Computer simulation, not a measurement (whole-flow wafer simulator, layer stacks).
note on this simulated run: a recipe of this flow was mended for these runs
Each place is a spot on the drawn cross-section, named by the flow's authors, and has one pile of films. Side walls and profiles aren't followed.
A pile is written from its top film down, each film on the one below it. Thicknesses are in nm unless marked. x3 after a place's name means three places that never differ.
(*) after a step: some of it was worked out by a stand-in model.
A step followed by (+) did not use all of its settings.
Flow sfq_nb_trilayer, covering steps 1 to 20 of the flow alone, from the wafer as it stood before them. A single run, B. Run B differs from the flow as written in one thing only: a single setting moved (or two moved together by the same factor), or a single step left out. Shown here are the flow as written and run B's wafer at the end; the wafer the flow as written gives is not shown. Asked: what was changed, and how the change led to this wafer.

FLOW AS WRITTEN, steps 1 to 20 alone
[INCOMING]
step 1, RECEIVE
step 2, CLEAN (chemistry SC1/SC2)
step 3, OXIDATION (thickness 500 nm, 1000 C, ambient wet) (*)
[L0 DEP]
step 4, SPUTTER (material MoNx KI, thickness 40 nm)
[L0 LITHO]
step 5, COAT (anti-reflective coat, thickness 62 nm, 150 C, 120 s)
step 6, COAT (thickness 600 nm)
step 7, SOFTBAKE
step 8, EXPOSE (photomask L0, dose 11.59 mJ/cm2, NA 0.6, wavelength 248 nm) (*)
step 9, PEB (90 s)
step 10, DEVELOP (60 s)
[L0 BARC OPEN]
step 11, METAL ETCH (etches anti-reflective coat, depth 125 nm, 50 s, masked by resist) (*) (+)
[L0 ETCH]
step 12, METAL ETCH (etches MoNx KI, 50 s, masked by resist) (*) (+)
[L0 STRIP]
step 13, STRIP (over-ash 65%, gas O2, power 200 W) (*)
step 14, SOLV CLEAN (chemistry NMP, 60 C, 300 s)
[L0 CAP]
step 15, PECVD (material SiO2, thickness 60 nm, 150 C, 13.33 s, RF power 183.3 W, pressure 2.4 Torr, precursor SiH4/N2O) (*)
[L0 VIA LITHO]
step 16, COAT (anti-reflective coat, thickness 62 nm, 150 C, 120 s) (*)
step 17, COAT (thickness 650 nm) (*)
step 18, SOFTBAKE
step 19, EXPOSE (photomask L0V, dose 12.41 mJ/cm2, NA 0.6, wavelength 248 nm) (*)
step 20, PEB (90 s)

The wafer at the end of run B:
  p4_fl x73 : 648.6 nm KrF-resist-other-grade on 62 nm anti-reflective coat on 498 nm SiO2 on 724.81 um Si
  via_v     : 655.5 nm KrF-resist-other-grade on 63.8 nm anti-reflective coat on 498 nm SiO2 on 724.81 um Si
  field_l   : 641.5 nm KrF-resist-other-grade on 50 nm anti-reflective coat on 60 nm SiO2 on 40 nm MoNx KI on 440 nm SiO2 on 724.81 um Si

The reason: step 3, OXIDATION: thickness 440 nm was run, while the flow as written has thickness 500 nm.
One can read it off the wafer: field_l has SiO2 440, and step 3 as written asks for 500 nm.

The path from the change to this, step by step:
  step 3, OXIDATION (thickness 500 nm, 1000 C, ambient wet) (*)
      field_l, v_sur, via_wl and 103 more: SiO2 gains 440 (new film), chemical SiO2 loses 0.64 (all of it), Si loses 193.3 (it would be, as written: SiO2 gains 500 (new film), chemical SiO2 loses 0.64 (all of it), Si loses 219.7)
